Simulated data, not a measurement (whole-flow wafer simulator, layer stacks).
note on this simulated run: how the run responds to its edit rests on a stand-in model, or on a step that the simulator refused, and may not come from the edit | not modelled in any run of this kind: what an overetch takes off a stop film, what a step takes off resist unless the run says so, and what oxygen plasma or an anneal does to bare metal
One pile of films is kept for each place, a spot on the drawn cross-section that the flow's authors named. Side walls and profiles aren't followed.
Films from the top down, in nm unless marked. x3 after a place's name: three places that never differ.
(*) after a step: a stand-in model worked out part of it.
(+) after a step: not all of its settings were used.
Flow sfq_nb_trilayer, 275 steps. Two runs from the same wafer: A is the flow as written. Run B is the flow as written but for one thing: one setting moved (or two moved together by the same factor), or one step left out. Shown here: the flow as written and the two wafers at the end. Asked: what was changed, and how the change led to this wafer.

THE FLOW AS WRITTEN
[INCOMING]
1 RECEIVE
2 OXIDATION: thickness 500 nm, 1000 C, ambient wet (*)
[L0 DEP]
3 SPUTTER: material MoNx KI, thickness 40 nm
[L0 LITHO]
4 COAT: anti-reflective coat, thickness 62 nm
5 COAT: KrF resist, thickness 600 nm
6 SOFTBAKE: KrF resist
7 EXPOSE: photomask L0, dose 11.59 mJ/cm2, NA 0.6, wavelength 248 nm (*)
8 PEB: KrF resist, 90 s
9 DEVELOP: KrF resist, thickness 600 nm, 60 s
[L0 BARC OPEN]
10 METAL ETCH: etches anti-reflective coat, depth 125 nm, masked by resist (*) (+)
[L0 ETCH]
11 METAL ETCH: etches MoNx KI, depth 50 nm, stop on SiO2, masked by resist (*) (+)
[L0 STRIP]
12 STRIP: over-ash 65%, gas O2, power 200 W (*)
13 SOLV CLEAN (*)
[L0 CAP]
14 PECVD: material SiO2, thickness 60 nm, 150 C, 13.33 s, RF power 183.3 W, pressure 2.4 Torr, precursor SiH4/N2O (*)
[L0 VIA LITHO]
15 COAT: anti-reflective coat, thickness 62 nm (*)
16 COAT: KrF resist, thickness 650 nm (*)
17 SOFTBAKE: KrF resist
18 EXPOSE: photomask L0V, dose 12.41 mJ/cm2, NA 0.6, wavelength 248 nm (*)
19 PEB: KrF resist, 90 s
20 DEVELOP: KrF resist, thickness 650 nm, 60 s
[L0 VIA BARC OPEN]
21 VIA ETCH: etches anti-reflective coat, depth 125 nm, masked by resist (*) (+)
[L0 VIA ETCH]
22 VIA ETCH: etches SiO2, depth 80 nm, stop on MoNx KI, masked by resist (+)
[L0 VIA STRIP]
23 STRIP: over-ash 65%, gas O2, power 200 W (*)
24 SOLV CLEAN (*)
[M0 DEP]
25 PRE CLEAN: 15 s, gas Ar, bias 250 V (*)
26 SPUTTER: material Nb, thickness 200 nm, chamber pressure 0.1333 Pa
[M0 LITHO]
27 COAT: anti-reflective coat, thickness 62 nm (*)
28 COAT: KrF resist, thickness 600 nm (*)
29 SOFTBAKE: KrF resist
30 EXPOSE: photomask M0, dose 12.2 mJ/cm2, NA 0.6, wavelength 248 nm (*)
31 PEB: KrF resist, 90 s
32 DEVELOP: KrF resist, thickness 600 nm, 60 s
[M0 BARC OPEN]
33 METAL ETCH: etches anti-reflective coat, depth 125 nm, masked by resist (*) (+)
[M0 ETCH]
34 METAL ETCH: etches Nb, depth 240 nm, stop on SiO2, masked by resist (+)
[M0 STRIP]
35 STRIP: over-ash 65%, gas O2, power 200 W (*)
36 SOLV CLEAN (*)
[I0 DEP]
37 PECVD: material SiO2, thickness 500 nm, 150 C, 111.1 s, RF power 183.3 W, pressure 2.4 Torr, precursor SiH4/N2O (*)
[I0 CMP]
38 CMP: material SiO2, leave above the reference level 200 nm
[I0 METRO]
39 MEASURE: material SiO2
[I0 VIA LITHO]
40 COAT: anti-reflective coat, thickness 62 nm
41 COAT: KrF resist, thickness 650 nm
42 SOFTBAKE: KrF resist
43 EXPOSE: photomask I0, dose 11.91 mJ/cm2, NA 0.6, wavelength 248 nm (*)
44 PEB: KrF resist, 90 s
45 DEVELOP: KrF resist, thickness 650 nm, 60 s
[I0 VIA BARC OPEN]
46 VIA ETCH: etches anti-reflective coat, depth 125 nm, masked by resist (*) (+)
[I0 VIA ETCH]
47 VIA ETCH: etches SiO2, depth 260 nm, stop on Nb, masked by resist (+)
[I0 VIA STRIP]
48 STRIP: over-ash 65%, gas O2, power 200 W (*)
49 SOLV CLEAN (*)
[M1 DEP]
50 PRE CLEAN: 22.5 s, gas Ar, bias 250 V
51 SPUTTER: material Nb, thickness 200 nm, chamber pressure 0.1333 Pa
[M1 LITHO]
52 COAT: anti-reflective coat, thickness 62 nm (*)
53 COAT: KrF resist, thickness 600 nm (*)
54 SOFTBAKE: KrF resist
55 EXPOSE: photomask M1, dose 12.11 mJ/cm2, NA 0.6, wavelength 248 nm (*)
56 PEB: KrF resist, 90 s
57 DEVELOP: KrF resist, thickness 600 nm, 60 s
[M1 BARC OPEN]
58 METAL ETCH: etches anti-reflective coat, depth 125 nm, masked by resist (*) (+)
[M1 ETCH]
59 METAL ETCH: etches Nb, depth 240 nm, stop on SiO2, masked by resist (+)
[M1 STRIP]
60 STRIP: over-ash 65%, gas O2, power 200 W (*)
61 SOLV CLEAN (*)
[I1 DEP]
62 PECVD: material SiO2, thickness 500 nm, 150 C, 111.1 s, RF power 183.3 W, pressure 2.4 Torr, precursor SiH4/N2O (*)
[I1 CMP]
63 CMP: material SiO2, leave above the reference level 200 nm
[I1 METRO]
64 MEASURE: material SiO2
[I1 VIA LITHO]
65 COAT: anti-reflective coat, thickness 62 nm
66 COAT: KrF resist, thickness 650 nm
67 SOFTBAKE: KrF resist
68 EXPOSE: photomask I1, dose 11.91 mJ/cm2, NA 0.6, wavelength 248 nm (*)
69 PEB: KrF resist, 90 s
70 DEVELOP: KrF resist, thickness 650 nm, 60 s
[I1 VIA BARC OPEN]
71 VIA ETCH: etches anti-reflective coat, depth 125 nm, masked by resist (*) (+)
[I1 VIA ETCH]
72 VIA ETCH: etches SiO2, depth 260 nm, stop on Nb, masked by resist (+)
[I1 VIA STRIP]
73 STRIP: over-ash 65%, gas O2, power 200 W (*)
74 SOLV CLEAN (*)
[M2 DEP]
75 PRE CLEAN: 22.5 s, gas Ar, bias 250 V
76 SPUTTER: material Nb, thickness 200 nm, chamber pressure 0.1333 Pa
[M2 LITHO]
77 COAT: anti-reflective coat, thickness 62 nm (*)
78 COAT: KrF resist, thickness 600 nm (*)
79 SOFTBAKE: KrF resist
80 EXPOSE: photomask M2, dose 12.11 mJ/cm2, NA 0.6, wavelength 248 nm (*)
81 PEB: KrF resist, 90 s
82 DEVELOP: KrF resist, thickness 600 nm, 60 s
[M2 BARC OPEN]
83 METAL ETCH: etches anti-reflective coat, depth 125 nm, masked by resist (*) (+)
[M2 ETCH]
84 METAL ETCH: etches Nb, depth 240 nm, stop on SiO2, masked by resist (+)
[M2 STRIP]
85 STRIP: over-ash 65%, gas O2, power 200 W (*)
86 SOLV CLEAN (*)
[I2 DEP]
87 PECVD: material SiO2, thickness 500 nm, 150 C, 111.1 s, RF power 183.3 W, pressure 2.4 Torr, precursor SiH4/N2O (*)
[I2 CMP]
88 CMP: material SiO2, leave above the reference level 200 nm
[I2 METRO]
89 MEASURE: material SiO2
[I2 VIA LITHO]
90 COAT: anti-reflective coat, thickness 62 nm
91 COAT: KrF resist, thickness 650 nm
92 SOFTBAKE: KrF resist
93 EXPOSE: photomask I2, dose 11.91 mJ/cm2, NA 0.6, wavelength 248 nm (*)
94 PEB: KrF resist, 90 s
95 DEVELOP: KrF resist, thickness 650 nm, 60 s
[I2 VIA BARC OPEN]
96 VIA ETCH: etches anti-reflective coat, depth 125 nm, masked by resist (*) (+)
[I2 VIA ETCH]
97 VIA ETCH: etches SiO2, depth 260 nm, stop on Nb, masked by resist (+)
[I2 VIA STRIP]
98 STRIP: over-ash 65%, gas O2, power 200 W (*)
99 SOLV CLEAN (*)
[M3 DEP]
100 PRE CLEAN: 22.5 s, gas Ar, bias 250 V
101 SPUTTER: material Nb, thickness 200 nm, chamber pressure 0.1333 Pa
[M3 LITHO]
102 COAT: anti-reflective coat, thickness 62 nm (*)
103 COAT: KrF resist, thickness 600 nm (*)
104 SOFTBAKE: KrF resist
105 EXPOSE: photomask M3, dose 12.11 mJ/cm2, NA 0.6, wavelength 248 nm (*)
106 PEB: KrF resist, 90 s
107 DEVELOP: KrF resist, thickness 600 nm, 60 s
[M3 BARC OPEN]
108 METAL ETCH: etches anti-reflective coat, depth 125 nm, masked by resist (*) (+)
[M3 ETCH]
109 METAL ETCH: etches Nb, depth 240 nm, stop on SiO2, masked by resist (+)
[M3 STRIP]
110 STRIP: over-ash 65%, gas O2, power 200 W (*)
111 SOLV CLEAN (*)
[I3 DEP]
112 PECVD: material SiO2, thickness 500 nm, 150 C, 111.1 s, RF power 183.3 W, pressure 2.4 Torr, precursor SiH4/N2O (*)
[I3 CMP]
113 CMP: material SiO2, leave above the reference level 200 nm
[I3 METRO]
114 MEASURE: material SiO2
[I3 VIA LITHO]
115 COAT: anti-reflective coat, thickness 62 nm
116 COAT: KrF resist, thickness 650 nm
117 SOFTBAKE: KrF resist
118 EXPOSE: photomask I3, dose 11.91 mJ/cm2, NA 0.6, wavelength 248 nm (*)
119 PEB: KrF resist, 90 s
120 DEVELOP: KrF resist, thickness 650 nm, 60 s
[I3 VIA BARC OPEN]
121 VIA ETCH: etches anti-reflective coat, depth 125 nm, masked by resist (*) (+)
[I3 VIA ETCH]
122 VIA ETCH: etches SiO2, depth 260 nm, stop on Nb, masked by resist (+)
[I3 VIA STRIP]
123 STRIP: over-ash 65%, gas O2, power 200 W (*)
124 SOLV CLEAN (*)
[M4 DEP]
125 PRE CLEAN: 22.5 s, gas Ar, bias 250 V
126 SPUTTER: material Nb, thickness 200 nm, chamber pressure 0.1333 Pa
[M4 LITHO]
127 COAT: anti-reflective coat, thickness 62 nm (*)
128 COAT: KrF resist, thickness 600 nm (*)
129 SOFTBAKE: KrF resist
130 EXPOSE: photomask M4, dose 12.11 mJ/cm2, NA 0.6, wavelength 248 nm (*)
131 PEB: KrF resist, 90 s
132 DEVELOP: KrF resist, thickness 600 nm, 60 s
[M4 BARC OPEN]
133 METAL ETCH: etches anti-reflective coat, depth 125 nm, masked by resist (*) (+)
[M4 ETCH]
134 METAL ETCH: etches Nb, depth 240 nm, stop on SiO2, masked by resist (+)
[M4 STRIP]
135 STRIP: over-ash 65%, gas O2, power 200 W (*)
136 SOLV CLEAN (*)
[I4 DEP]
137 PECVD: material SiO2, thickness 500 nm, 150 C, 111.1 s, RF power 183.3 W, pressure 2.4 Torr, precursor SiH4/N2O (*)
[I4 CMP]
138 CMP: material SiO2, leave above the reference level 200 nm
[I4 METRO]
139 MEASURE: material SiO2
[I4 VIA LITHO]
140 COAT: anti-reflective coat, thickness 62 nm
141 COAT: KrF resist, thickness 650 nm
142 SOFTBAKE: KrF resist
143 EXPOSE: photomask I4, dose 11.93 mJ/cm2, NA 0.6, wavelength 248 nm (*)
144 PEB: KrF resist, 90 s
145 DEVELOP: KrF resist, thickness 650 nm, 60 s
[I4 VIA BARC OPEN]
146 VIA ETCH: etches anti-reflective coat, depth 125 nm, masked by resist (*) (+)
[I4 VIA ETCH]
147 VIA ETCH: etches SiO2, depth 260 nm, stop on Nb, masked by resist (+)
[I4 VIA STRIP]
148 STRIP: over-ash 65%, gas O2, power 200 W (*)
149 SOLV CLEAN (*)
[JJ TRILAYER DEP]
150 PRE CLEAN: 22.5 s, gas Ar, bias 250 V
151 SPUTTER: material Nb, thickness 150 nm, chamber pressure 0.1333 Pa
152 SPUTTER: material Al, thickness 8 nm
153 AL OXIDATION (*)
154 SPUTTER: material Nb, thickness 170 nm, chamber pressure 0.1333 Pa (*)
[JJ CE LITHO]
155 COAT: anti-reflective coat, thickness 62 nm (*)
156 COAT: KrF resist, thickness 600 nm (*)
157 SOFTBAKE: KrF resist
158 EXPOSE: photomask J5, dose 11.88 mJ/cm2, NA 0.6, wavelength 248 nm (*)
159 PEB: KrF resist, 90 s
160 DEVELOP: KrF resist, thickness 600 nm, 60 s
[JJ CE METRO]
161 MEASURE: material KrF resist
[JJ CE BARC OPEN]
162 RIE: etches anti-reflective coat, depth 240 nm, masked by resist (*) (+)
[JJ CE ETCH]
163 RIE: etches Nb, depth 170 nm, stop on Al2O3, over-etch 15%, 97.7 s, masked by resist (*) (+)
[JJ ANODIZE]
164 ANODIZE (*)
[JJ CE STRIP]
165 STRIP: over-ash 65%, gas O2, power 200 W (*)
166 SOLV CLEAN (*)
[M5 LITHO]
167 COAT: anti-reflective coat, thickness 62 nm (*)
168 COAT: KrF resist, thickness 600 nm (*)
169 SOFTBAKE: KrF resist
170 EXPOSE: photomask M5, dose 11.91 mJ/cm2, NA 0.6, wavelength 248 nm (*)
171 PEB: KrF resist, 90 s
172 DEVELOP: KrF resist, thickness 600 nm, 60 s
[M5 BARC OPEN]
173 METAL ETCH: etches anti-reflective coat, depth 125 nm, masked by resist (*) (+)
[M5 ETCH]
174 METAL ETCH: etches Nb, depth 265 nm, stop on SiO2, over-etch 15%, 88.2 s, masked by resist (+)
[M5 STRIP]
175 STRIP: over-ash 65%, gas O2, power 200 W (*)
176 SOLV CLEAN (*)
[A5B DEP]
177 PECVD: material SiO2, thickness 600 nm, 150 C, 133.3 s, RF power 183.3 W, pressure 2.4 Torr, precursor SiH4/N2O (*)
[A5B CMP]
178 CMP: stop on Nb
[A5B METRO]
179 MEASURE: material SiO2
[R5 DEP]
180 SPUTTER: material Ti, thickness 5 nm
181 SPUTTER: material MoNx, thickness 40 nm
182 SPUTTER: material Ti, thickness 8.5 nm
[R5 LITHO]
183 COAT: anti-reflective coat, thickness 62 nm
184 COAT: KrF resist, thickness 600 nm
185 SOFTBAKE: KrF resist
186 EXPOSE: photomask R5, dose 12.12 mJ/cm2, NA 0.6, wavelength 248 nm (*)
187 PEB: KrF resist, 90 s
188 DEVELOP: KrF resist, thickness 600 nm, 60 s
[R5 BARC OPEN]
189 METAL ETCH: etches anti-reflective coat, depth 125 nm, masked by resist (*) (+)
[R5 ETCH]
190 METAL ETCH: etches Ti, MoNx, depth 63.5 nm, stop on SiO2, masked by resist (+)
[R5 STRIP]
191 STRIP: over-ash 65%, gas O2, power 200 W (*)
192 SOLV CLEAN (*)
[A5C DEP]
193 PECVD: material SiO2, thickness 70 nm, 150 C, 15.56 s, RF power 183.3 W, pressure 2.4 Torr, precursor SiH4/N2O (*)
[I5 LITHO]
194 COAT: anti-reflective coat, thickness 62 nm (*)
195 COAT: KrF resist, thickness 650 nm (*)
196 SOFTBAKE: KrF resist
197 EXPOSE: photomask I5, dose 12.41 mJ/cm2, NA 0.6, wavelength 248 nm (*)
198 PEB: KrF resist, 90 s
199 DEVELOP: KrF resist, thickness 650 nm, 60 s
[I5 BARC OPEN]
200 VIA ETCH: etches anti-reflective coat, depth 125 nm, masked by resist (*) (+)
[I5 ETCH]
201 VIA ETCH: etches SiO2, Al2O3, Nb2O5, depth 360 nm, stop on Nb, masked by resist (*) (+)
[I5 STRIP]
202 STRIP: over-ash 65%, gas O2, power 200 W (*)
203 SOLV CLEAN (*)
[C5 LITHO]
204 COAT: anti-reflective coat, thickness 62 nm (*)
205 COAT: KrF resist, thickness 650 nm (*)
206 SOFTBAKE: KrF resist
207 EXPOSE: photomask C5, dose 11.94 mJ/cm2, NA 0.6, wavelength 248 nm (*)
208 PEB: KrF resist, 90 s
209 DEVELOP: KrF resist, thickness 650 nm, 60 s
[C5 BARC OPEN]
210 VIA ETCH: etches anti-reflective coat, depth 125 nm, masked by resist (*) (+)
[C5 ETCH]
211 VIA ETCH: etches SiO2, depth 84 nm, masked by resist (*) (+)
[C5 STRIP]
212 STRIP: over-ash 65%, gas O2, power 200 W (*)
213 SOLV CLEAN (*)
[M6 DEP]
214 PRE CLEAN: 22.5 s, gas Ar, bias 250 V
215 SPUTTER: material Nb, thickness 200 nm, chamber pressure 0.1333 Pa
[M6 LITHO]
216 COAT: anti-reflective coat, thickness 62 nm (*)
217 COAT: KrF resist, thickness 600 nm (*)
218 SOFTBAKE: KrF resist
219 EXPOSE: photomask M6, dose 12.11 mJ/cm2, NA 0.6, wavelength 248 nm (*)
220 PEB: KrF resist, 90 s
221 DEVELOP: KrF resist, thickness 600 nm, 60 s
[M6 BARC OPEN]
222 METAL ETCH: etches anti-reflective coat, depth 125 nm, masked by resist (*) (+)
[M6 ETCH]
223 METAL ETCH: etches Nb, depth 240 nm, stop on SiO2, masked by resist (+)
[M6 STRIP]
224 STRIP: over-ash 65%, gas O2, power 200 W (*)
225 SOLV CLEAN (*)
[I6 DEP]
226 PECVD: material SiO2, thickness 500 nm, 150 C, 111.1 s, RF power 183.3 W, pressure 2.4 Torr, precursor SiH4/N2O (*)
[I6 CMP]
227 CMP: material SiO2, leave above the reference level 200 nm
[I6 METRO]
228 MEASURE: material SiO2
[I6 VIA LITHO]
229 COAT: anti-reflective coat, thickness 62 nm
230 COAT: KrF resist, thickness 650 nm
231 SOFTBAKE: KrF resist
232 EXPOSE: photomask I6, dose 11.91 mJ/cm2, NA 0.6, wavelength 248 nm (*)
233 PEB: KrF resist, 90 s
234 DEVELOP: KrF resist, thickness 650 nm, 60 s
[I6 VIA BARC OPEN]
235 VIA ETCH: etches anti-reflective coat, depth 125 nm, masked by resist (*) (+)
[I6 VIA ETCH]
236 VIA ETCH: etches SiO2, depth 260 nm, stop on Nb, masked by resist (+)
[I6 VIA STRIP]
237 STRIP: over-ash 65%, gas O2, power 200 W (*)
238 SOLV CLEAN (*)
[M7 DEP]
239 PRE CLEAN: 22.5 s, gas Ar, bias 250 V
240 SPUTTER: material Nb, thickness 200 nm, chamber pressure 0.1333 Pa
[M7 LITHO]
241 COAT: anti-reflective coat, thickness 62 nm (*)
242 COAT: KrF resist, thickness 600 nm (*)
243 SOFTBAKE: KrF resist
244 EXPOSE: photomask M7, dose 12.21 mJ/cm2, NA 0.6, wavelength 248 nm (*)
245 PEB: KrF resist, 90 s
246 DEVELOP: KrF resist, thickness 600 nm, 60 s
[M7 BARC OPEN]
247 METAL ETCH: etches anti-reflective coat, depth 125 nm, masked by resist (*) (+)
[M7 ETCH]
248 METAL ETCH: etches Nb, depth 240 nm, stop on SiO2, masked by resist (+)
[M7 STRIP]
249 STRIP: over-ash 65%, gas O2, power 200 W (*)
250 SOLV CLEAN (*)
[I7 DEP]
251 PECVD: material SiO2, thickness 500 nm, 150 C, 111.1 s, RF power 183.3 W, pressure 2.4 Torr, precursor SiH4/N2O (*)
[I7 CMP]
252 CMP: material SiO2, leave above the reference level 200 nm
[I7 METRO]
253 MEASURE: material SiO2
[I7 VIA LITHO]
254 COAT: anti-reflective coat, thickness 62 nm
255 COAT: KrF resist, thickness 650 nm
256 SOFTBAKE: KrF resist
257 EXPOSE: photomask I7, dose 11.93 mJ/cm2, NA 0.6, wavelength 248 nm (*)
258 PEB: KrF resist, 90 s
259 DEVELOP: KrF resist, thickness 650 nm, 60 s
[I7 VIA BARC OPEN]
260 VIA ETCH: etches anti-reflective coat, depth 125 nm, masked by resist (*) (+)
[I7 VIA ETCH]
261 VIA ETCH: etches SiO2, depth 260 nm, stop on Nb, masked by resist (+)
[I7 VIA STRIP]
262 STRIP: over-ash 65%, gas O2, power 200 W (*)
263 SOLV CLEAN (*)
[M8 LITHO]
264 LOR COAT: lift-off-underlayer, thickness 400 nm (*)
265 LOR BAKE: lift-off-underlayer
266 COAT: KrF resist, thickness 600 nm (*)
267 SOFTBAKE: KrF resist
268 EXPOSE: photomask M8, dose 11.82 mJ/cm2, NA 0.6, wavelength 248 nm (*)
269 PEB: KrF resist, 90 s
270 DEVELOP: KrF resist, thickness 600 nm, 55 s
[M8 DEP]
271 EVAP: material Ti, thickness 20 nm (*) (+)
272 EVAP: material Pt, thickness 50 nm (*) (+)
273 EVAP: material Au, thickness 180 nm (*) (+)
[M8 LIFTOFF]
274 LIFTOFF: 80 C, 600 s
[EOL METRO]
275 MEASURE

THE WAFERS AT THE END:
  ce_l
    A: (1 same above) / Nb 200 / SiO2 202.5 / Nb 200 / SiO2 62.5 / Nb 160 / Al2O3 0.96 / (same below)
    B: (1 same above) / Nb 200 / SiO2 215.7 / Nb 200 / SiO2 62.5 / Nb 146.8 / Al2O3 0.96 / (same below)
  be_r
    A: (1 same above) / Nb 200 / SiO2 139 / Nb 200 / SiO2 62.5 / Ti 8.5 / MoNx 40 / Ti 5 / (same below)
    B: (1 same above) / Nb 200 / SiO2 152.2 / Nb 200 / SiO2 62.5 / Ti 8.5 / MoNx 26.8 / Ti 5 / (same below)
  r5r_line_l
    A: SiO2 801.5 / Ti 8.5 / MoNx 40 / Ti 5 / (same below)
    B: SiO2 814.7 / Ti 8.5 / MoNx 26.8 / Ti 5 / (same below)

The cause: step 181, SPUTTER: thickness 26.8 nm was run, where the flow has thickness 40 nm.
It can be read off the wafer: be_r has MoNx 26.8, and step 181 as written asks for 40 nm.

How the change led to this, step by step:
  181 SPUTTER: material MoNx, thickness 40 nm
      field_l, v_sur, via_wl and 103 more: A MoNx +40 (new film) | B MoNx +26.8 (new film)
  190 METAL ETCH: etches Ti, MoNx, depth 63.5 nm, stop on SiO2, masked by resist (+)
      field_l, v_sur, via_wl and 92 more: A Ti -8.5 (all of it), MoNx -40 (all of it), Ti -5 (all of it) | B Ti -8.5 (all of it), MoNx -26.8 (all of it), Ti -5 (all of it)
      ce_l, c5j, ce_r, wl_jj: A Ti -8.5 (all of it), MoNx -40 (all of it), Ti -5 (all of it), Nb -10 | B Ti -8.5 (all of it), MoNx -26.8 (all of it), Ti -5 (all of it), Nb -23.2
  194 COAT: anti-reflective coat, thickness 62 nm (*)
      wl_j_sl, wl_j_sr: A anti-reflective coat +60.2 (new film) | B anti-reflective coat +58 (new film)
      r5r_spacepad_l, r5r_spacepad_r: A anti-reflective coat +84.4 (new film) | B anti-reflective coat +78.7 (new film)
      (and at 12 more places)
  202 STRIP: over-ash 65%, gas O2, power 200 W (*)
      wl_j_sl, wl_j_sr: A KrF resist -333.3 (all of it), anti-reflective coat -60.2 (all of it) | B KrF resist -333.4 (all of it), anti-reflective coat -58 (all of it)
      r5r_spacepad_l, r5r_spacepad_r: A KrF resist -335.6 (all of it), anti-reflective coat -84.4 (all of it) | B KrF resist -335.1 (all of it), anti-reflective coat -78.7 (all of it)
      (and at 12 more places)
  204 COAT: anti-reflective coat, thickness 62 nm (*)
      wl_j_sl, wl_j_sr: A anti-reflective coat +60.2 (new film) | B anti-reflective coat +58 (new film)
      r5r_spacepad_l, r5r_spacepad_r: A anti-reflective coat +84.4 (new film) | B anti-reflective coat +78.7 (new film)
      (and at 12 more places)
  210 VIA ETCH: etches anti-reflective coat, depth 125 nm, masked by resist (*) (+)
      c5j: A anti-reflective coat -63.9 (all of it), SiO2 -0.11 | B anti-reflective coat -67.5 (all of it), SiO2 -0.1
  212 STRIP: over-ash 65%, gas O2, power 200 W (*)
      wl_j_sl, wl_j_sr: A KrF resist -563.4 (all of it), anti-reflective coat -60.2 (all of it) | B KrF resist -562.6 (all of it), anti-reflective coat -58 (all of it)
      r5r_spacepad_l, r5r_spacepad_r: A KrF resist -565.8 (all of it), anti-reflective coat -84.4 (all of it) | B KrF resist -564.2 (all of it), anti-reflective coat -78.7 (all of it)
      (and at 11 more places)
  216 COAT: anti-reflective coat, thickness 62 nm (*)
      wl_j_sl, wl_j_sr: A anti-reflective coat +60.2 (new film) | B anti-reflective coat +58.1 (new film)
      r5r_spacepad_l, r5r_spacepad_r: A anti-reflective coat +85.7 (new film) | B anti-reflective coat +79.4 (new film)
      (and at 12 more places)
  222 METAL ETCH: etches anti-reflective coat, depth 125 nm, masked by resist (*) (+)
      r5r_spacepad_l, r5r_spacepad_r: A anti-reflective coat -85.7 (all of it) | B anti-reflective coat -79.4 (all of it)
      r5r_line_c, r5r_line_r: A anti-reflective coat -50 (all of it) | B anti-reflective coat -52.2 (all of it)
      (and at 2 more places)
  224 STRIP: over-ash 65%, gas O2, power 200 W (*)
      wl_j_sl, wl_j_sr: A KrF resist -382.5 (all of it), anti-reflective coat -60.2 (all of it) | B KrF resist -382.5 (all of it), anti-reflective coat -58.1 (all of it)
      jj_sur: A KrF resist -378.5 (all of it), anti-reflective coat -56.1 (all of it) | B KrF resist -377.8 (all of it), anti-reflective coat -53.6 (all of it)
      (and at 7 more places)
  226 PECVD: material SiO2, thickness 500 nm, 150 C, 111.1 s, RF power 183.3 W, pressure 2.4 Torr, precursor SiH4/N2O (*)
      r5r_spacepad_l, r5r_spacepad_r: A SiO2 +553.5 | B SiO2 +537.8
  227 CMP: material SiO2, leave above the reference level 200 nm
      ce_l, ce_r, wl_jj: A SiO2 -290 | B SiO2 -276.8
      be_r, r_sur, r_end: A SiO2 -353.5 | B SiO2 -340.3
      (and at 7 more places)
